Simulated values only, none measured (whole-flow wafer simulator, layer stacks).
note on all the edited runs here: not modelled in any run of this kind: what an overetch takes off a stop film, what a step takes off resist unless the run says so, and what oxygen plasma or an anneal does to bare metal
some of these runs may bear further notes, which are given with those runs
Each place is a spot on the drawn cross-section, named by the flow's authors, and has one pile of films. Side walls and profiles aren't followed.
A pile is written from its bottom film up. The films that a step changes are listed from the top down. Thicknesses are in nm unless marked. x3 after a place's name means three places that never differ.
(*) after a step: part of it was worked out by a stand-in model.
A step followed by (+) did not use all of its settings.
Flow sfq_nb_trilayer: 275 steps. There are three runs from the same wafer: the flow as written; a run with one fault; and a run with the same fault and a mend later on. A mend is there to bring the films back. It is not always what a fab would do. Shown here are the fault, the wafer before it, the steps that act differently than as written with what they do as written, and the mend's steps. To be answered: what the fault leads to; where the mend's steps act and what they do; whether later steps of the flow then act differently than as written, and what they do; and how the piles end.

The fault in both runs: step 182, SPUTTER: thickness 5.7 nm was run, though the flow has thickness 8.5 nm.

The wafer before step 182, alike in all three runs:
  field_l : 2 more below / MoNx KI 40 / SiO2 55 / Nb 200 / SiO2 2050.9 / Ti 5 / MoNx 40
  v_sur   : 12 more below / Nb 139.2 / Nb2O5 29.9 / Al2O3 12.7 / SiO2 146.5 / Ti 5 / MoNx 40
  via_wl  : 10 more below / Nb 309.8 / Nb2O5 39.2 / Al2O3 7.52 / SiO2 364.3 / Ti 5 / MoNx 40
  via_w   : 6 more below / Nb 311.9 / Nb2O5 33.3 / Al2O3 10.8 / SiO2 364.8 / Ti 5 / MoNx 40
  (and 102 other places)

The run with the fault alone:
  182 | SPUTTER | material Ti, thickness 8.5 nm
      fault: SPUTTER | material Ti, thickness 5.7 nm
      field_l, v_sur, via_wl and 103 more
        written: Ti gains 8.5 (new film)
        fault: Ti gains 5.7 (new film)
  Later steps of the flow acting differently than as written (not shown: 18 more steps that differ only slightly, by at most 2% or 0.5 nm, whichever is larger):
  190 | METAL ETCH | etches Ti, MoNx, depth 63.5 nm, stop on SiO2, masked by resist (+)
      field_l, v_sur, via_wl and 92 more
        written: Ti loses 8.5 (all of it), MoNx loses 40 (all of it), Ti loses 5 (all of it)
        fault: Ti loses 5.7 (all of it), MoNx loses 40 (all of it), Ti loses 5 (all of it)
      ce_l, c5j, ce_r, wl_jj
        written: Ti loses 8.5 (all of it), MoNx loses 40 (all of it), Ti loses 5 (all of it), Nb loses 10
        fault: Ti loses 5.7 (all of it), MoNx loses 40 (all of it), Ti loses 5 (all of it), Nb loses 12.8
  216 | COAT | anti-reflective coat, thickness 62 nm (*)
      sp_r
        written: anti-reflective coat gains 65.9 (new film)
        fault: anti-reflective coat gains 64.5 (new film)
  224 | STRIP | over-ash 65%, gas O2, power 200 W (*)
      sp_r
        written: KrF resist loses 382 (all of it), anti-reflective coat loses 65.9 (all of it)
        fault: KrF resist loses 382.1 (all of it), anti-reflective coat loses 64.5 (all of it)
  By the end, the piles at be_r, r_sur, res, r_end, r5r_line_l, r5r_line_c, r5r_line_r depart from the flow's by more than 2% or 0.5 nm, whichever is larger.
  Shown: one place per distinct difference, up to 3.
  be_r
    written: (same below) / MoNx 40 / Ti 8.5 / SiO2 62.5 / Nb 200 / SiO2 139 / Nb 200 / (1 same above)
    fault: (same below) / MoNx 40 / Ti 5.7 / SiO2 62.5 / Nb 200 / SiO2 141.8 / Nb 200 / (1 same above)
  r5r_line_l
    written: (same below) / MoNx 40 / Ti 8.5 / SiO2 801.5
    fault: (same below) / MoNx 40 / Ti 5.7 / SiO2 804.3
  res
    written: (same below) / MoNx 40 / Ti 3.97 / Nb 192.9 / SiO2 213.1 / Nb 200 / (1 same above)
    fault: (same below) / MoNx 40 / Ti 1.17 / Nb 192.9 / SiO2 215.9 / Nb 200 / (1 same above)

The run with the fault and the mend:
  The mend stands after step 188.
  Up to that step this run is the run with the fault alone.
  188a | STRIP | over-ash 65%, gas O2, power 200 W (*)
      field_l, v_sur, via_wl and 96 more
        anti-reflective coat loses 62 (all of it)
      be_r, r_sur, res, r_end, r5r_line_l, r5r_line_c, r5r_line_r
        KrF resist loses 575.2 (all of it), anti-reflective coat loses 62 (all of it)
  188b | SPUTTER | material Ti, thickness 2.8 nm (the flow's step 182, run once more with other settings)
      field_l, v_sur, via_wl and 103 more
        Ti gains 2.8
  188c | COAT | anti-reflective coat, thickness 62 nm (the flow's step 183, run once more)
      field_l, v_sur, via_wl and 103 more
        anti-reflective coat gains 62 (new film)
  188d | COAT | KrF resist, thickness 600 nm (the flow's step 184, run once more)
      field_l, v_sur, via_wl and 103 more
        KrF resist gains 600 (new film)
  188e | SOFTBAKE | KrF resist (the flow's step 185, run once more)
      does not change any film at any place that is followed
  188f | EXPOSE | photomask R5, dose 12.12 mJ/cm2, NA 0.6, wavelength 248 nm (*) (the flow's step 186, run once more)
      does not change any film at any place that is followed
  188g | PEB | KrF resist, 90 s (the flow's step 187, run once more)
      field_l, v_sur, via_wl and 103 more
        KrF resist loses 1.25
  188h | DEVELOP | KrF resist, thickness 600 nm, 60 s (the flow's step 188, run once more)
      field_l, v_sur, via_wl and 96 more
        KrF resist loses 598.7 (all of it)
      be_r, r_sur, res, r_end, r5r_line_l, r5r_line_c, r5r_line_r
        KrF resist loses 23.5
  None of the later steps of the flow acts differently than as written at any place that is followed.
  The piles end the same as the flow's at every place that both follow.
